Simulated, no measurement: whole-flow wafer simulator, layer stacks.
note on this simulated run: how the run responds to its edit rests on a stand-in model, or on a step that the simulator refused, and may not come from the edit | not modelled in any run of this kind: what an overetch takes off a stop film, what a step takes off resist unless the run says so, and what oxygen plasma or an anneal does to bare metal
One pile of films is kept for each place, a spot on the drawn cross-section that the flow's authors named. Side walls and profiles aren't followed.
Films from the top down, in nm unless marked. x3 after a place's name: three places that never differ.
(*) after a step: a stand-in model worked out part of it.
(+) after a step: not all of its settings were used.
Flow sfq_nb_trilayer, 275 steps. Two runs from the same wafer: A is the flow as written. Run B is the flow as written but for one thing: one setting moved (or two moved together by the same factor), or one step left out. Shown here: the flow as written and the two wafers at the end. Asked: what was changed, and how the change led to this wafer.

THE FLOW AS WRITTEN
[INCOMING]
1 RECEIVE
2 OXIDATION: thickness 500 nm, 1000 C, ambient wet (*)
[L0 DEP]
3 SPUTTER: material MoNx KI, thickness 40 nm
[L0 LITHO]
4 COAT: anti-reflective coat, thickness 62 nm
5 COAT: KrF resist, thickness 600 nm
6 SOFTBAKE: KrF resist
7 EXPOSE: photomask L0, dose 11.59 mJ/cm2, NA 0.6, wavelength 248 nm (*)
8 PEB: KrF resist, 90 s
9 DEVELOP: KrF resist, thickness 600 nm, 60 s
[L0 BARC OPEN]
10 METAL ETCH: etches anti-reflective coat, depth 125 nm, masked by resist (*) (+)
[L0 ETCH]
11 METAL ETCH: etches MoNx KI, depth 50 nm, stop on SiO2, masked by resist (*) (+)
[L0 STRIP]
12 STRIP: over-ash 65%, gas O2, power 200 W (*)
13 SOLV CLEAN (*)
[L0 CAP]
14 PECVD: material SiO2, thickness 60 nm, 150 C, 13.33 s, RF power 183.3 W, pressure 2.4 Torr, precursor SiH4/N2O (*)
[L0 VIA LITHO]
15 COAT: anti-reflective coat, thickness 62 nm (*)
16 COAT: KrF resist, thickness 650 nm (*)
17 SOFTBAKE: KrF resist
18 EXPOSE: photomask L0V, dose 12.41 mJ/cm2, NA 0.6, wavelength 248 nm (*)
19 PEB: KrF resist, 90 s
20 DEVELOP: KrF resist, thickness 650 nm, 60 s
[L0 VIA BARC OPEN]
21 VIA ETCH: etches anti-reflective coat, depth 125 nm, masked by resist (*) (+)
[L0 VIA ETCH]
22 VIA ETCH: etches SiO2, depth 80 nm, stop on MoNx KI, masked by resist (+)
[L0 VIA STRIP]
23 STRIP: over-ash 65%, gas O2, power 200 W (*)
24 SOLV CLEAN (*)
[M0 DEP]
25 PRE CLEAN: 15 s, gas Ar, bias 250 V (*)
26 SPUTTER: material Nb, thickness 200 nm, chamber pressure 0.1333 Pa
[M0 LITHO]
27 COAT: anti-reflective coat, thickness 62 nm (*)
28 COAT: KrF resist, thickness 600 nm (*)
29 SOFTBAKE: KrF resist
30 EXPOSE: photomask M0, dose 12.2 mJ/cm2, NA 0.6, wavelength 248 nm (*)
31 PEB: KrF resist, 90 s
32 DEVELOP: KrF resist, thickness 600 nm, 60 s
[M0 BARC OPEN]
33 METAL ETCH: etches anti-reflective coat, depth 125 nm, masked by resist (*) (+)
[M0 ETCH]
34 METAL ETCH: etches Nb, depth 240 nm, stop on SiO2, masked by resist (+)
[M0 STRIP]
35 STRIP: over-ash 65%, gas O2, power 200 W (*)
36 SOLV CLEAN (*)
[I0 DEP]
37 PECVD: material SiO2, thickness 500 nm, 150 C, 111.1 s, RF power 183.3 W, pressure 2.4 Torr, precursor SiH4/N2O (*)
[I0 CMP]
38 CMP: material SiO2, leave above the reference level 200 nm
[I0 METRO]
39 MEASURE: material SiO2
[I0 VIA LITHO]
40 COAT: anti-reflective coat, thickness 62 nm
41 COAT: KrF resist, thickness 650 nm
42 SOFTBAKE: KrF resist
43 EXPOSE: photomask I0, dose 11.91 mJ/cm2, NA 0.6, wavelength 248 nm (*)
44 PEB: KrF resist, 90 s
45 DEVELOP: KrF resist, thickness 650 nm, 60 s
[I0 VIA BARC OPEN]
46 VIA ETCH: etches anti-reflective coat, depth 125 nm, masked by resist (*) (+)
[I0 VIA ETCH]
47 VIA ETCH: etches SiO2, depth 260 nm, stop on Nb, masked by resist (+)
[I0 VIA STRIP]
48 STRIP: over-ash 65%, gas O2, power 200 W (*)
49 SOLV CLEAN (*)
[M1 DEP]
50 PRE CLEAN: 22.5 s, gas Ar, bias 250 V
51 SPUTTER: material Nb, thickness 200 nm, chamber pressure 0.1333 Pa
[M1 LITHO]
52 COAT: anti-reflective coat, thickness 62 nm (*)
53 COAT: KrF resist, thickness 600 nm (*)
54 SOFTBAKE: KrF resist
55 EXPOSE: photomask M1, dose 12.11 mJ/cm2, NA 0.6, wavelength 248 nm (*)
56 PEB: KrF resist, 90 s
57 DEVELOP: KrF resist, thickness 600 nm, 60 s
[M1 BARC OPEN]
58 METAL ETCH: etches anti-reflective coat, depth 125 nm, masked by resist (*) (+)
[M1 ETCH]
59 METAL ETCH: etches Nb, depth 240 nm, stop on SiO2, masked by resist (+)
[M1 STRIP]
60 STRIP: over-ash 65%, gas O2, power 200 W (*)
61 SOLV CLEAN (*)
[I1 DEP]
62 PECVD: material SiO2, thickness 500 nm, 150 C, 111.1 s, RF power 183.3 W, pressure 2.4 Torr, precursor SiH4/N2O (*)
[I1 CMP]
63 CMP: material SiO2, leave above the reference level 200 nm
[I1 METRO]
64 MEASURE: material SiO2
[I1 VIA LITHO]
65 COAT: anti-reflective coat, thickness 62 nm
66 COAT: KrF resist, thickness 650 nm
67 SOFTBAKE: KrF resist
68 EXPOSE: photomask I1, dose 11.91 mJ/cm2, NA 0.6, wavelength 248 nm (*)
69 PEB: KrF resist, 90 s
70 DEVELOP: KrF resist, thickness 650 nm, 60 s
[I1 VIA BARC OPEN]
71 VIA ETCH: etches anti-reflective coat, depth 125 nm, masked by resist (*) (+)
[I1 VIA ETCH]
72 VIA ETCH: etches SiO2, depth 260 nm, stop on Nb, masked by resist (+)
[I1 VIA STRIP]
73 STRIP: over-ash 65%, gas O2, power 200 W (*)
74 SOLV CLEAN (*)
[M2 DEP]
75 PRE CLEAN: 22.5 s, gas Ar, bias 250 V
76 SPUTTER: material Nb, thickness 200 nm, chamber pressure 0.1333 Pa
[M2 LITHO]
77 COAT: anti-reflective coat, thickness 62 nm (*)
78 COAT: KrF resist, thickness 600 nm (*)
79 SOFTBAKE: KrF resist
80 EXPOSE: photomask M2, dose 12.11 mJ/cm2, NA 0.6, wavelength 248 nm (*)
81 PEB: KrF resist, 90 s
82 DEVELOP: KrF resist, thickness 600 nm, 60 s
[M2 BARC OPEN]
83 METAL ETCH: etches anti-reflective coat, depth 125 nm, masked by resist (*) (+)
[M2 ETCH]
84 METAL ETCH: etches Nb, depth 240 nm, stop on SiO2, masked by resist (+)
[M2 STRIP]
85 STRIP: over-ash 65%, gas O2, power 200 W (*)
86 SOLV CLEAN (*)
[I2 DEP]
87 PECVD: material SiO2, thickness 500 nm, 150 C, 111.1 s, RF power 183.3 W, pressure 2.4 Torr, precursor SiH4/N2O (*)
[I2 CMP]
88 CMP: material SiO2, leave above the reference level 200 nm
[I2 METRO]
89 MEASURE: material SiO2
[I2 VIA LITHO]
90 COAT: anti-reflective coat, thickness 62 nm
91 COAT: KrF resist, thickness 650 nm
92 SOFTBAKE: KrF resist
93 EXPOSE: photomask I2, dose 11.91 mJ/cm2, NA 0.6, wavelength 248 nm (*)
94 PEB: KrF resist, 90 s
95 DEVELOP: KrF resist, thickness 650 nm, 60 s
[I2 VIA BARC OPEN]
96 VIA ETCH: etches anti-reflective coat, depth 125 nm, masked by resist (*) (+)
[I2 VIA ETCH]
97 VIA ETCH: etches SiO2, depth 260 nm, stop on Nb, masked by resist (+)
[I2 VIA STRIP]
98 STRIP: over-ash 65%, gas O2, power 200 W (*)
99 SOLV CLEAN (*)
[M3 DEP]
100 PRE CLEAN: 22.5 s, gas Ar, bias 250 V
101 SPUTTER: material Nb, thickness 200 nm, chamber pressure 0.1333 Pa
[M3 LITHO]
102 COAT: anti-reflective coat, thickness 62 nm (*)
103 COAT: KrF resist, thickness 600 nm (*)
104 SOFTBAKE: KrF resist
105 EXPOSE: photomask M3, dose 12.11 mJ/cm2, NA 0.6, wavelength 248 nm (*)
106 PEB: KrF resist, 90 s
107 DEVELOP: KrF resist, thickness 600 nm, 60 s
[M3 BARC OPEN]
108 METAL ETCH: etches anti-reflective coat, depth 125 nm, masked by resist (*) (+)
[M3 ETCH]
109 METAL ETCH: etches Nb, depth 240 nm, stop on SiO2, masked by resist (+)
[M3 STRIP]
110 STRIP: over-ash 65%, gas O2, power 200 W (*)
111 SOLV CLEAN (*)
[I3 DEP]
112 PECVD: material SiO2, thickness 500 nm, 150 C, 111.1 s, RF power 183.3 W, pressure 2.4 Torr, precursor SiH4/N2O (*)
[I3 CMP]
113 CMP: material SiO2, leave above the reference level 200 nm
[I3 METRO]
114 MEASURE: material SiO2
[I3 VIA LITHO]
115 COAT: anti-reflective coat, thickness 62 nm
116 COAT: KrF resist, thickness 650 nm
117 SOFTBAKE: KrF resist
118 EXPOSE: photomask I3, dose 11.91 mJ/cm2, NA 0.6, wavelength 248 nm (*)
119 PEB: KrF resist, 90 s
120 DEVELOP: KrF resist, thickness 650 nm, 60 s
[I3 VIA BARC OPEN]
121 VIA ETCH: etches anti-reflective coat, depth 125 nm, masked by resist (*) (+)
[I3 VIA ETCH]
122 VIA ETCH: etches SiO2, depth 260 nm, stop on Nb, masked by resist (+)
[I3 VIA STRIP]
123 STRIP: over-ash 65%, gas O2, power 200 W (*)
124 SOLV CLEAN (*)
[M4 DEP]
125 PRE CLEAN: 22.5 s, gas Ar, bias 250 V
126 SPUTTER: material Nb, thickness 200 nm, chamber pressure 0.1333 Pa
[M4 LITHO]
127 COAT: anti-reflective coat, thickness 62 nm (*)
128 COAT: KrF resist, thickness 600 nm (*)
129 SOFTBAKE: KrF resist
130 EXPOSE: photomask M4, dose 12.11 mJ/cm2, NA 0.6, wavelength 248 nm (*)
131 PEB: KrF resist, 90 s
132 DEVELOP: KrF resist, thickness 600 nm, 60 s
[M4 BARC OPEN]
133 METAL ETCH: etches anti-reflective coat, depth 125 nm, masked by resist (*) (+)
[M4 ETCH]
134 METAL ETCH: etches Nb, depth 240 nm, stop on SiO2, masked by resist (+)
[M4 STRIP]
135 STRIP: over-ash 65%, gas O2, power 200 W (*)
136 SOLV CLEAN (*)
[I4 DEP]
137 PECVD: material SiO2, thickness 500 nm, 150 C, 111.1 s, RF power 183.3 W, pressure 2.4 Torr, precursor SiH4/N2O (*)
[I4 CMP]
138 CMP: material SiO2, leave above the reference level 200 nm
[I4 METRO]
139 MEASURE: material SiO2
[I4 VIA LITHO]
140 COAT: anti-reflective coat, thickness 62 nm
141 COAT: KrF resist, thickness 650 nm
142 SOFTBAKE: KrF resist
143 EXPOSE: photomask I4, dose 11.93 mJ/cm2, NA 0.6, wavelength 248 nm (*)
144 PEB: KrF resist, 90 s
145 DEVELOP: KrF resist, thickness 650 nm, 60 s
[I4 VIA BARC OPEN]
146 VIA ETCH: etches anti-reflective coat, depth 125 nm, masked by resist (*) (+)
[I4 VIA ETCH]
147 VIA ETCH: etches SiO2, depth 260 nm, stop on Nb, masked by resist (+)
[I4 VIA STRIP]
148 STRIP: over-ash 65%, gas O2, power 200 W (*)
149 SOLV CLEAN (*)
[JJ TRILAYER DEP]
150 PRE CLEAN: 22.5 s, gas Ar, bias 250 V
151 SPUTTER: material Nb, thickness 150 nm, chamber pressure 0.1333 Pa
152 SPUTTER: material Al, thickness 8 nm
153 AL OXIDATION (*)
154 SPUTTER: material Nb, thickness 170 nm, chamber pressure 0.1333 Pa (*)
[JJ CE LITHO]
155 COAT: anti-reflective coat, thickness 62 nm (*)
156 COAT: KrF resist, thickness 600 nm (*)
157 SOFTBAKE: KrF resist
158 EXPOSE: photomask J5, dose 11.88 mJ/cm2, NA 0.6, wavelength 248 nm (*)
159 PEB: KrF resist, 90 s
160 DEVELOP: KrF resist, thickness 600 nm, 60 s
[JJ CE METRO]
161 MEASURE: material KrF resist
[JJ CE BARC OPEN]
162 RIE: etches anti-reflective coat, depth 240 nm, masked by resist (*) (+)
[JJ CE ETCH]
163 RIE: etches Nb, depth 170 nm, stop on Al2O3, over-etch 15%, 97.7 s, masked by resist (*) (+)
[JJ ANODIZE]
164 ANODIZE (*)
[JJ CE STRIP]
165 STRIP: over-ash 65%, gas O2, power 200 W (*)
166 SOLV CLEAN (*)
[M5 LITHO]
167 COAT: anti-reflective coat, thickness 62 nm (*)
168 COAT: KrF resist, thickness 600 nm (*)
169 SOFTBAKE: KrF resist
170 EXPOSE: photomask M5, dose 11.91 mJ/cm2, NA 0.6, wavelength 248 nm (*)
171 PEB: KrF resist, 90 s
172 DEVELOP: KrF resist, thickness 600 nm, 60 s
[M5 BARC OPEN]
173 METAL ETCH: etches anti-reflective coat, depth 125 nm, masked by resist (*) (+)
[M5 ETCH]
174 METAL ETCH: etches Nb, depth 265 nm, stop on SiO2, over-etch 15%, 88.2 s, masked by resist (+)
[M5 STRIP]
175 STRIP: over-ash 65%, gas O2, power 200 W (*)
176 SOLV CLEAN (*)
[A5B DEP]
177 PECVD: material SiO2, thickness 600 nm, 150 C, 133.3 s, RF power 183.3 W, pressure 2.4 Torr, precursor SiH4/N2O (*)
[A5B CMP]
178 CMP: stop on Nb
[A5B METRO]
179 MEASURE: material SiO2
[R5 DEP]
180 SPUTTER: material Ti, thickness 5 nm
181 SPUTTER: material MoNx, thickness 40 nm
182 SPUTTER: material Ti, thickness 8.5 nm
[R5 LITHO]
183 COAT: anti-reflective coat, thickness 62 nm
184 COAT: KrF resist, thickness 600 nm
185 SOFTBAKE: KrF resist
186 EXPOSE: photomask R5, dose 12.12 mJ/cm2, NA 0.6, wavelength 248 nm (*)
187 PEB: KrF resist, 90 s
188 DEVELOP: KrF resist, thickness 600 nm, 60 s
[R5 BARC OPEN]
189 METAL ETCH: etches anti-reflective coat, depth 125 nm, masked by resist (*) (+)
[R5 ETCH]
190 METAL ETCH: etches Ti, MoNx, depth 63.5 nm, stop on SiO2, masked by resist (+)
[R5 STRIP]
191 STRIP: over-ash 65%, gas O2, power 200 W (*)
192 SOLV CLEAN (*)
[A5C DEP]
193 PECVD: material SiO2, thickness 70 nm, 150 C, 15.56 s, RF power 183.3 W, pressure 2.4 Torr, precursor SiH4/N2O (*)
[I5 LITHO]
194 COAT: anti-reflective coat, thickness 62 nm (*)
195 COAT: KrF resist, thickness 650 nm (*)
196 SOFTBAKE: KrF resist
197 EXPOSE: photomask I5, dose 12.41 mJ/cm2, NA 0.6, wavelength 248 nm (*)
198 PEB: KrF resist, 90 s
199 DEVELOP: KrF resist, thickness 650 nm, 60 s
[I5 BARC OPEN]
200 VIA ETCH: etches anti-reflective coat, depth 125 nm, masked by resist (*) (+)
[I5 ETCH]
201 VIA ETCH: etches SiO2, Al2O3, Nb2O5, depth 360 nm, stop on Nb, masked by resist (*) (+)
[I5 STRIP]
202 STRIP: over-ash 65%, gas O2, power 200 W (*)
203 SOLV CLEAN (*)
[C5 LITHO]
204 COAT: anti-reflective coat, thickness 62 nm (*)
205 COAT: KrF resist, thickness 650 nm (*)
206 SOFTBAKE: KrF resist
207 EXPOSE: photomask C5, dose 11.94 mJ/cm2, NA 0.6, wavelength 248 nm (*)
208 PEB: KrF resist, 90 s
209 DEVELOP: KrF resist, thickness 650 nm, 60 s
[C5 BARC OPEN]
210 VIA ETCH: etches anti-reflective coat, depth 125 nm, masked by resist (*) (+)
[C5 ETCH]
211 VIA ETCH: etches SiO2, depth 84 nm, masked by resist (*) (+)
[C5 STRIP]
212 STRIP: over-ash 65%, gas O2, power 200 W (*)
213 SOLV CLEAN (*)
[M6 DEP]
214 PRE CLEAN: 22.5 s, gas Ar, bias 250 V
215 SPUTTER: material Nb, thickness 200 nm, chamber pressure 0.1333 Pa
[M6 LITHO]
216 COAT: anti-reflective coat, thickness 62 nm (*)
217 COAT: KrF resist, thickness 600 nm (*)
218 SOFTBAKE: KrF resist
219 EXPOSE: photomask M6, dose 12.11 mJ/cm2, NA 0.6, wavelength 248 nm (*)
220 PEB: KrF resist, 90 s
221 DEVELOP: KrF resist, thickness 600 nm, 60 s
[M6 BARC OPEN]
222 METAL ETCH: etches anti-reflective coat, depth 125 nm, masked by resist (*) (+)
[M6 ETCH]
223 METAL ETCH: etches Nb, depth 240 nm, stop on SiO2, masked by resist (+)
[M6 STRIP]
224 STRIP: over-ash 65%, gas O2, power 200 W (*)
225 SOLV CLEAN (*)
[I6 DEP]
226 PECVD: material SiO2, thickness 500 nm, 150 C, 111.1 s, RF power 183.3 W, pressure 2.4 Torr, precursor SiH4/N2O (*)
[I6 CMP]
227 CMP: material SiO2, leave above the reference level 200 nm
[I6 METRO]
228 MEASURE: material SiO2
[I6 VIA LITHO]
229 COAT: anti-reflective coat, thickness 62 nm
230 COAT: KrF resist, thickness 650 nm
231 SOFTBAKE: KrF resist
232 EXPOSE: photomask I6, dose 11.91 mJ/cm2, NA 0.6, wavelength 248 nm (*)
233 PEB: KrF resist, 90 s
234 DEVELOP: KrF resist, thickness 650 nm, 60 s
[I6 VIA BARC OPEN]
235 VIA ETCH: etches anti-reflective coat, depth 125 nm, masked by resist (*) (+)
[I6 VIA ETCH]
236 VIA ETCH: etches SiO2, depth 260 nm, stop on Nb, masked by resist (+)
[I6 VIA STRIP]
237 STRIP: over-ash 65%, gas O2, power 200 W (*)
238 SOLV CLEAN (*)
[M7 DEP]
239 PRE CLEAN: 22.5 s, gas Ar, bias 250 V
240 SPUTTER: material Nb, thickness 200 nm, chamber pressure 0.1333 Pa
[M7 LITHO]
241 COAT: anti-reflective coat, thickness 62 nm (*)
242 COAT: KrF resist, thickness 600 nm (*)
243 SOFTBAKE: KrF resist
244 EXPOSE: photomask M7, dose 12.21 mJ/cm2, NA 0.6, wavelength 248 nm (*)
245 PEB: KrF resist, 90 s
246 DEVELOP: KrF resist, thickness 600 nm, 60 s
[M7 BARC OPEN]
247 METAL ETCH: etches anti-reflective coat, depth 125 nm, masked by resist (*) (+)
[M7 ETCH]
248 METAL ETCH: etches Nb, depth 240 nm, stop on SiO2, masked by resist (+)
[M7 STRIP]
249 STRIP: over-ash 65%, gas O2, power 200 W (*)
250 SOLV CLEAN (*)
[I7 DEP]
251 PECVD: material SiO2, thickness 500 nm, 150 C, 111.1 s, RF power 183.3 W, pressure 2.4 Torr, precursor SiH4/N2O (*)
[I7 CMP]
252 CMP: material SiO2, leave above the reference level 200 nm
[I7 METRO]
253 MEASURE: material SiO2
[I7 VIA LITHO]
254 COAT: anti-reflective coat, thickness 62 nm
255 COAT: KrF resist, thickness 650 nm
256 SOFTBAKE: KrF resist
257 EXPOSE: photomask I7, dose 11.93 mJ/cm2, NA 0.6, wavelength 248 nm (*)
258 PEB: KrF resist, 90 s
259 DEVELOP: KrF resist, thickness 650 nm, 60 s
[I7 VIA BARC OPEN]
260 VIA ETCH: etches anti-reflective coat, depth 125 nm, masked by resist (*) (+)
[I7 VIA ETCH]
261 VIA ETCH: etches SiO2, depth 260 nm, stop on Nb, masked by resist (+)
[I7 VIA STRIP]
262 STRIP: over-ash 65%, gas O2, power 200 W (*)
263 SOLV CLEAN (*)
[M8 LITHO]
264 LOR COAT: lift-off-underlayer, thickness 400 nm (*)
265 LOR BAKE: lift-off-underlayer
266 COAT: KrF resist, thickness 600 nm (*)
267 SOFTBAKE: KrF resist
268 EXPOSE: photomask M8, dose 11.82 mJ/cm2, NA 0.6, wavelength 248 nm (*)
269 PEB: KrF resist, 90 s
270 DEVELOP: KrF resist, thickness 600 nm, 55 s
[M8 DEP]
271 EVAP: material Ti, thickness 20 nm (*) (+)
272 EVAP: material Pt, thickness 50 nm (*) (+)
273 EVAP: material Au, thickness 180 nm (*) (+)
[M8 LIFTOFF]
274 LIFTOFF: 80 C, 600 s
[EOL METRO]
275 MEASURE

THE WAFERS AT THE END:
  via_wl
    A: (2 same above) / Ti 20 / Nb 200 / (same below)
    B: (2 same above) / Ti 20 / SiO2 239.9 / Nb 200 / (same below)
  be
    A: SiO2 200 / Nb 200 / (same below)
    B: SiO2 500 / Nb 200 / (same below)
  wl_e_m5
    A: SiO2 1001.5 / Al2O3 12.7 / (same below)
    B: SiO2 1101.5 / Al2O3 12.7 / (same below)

The cause: step 252, CMP: material SiO2, leave above the reference level 200 nm, was left out.

How the change led to this, step by step:
  254 COAT: anti-reflective coat, thickness 62 nm
      jj_sur, ce_l, c5j, ce_r, sp_r: A anti-reflective coat +62 (new film) | B anti-reflective coat +53.3 (new film)
      p3_s3, p3_l4, p3_s4, p3_l6: A anti-reflective coat +62 (new film) | B anti-reflective coat +64.5 (new film)
      (and at 92 more places)
  255 COAT: KrF resist, thickness 650 nm
      field_l, m0r_line_l, m6r_line_l: A KrF resist +650 (new film) | B KrF resist +694.8 (new film)
      moat, lsp_m, ln_m6: A KrF resist +650 (new film) | B KrF resist +596.3 (new film)
      (and at 81 more places)
  259 DEVELOP: KrF resist, thickness 650 nm, 60 s
      via_wl: A KrF resist -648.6 (all of it) | B KrF resist -584.9 (all of it)
      via_w: A KrF resist -648.6 (all of it) | B KrF resist -595.6 (all of it)
      (and at 1 more place)
  260 VIA ETCH: etches anti-reflective coat, depth 125 nm, masked by resist (*) (+)
      field_l, v_sur, via_sp and 100 more: A KrF resist -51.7 | B KrF resist -42.4
      via_wl: A anti-reflective coat -62 (all of it), SiO2 -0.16 | B anti-reflective coat -50 (all of it), SiO2 -0.13
      (and at 2 more places)
  261 VIA ETCH: etches SiO2, depth 260 nm, stop on Nb, masked by resist (+)
      via_wl, via_w, via_wr: A SiO2 -199.8 (all of it) | B SiO2 -260
  262 STRIP: over-ash 65%, gas O2, power 200 W (*)
      p3_s3, p3_l4, p3_s4: A KrF resist -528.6 (all of it), anti-reflective coat -62 (all of it) | B KrF resist -544.3 (all of it), anti-reflective coat -64.5 (all of it)
      jj_sur, ce_r: A KrF resist -528.6 (all of it), anti-reflective coat -62 (all of it) | B KrF resist -503.5 (all of it), anti-reflective coat -53.3 (all of it)
      (and at 98 more places)
  264 LOR COAT: lift-off-underlayer, thickness 400 nm (*)
      wl_j_sl, wl_jj: A lift-off-underlayer +400 (new film) | B lift-off-underlayer +385.3 (new film)
      wl_a_sl, wl_g_sr: A lift-off-underlayer +400 (new film) | B lift-off-underlayer +384.9 (new film)
      (and at 86 more places)
  266 COAT: KrF resist, thickness 600 nm (*)
      c5j, ce_r: A KrF resist +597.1 (new film) | B KrF resist +574.6 (new film)
      wl_j_sl, wl_jj: A KrF resist +600 (new film) | B KrF resist +584.3 (new film)
      (and at 59 more places)
  270 DEVELOP: KrF resist, thickness 600 nm, 55 s
      field_l: A KrF resist -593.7 (all of it), lift-off-underlayer -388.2 (all of it) | B KrF resist -613.7 (all of it), lift-off-underlayer -459.1 (all of it)
      v_sur: A KrF resist -607.3 (all of it), lift-off-underlayer -369.4 (all of it) | B KrF resist -586.3 (all of it), lift-off-underlayer -293.2 (all of it)
      (and at 9 more places)
  274 LIFTOFF: 80 C, 600 s
      wl_j_sl, wl_jj: A Au -180 (all of it), Pt -50 (all of it), Ti -20 (all of it), KrF resist -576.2 (all of it), lift-off-underlayer -400 (all of it) | B Au -180 (all of it), Pt -50 (all of it), Ti -20 (all of it), KrF resist -560.5 (all of it), lift-off-underlayer -385.3 (all of it)
      m0r_line_l, m6r_line_l: A Au -180 (all of it), Pt -50 (all of it), Ti -20 (all of it), KrF resist -576.2 (all of it), lift-off-underlayer -400 (all of it) | B Au -180 (all of it), Pt -50 (all of it), Ti -20 (all of it), KrF resist -596 (all of it), lift-off-underlayer -453 (all of it)
      (and at 78 more places)
Counting metal films that touch as one body, via_wl has 8 bodies (between them, from the top down: SiO2 239.9; SiO2 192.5; SiO2 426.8 / Al2O3 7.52 / Nb2O5 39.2; SiO2 192.5; SiO2 192.5; SiO2 192.5; SiO2 192.5); the flow as written gives 7 bodies (between them, from the top down: SiO2 192.5; SiO2 426.8 / Al2O3 7.52 / Nb2O5 39.2; SiO2 192.5; SiO2 192.5; SiO2 192.5; SiO2 192.5).
